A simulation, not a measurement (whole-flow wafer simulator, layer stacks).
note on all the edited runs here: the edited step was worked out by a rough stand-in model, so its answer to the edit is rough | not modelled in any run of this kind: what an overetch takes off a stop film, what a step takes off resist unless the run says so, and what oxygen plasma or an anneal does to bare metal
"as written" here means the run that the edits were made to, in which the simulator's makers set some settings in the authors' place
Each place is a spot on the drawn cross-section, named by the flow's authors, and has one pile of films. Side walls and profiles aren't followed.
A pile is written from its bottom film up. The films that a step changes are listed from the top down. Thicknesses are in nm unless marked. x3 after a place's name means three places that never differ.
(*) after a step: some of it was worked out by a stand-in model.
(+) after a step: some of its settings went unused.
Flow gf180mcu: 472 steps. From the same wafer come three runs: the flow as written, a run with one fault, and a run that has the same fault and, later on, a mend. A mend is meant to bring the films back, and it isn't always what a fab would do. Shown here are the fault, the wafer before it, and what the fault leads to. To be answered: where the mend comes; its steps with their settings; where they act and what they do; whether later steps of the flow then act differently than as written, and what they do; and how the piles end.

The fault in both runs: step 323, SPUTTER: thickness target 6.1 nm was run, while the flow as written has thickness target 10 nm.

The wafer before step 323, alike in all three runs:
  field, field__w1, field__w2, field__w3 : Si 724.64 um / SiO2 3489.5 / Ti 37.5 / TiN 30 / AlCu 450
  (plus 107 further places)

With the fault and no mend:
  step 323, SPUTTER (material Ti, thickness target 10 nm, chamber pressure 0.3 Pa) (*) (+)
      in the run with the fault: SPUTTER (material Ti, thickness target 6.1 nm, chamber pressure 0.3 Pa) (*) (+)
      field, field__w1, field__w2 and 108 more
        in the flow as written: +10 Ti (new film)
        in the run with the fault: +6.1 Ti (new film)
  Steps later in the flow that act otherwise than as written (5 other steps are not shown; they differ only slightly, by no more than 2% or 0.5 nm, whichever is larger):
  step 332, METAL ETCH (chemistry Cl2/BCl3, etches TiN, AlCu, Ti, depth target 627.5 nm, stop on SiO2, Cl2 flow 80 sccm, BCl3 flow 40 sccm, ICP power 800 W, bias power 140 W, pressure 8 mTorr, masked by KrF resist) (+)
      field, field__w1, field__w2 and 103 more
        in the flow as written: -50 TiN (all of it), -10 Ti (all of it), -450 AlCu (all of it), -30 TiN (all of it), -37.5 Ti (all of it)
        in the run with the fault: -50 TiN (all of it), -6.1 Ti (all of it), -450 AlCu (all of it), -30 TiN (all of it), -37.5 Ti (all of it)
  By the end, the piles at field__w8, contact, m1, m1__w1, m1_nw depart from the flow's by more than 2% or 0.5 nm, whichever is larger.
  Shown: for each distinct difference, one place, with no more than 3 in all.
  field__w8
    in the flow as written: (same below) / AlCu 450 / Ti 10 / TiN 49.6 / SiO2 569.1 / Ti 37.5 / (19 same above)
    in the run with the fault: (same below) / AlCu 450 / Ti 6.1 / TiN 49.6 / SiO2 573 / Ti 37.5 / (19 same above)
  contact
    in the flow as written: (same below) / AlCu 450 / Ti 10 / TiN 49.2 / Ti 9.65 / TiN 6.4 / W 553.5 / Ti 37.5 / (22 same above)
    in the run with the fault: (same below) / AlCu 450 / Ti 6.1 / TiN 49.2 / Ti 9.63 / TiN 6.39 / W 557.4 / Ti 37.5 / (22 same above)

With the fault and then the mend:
  The mend stands after step 323.
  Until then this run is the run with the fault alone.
  step 323a, SPUTTER (material Ti, thickness target 3.9 nm, chamber pressure 0.3 Pa) (*) (+) (the flow's step 323, run once more with other settings)
      field, field__w1, field__w2 and 108 more
        +3.9 Ti
  None of the later steps of the flow acts differently than as written at any place that is followed.
  The piles end the same as the flow's at every place that both follow.
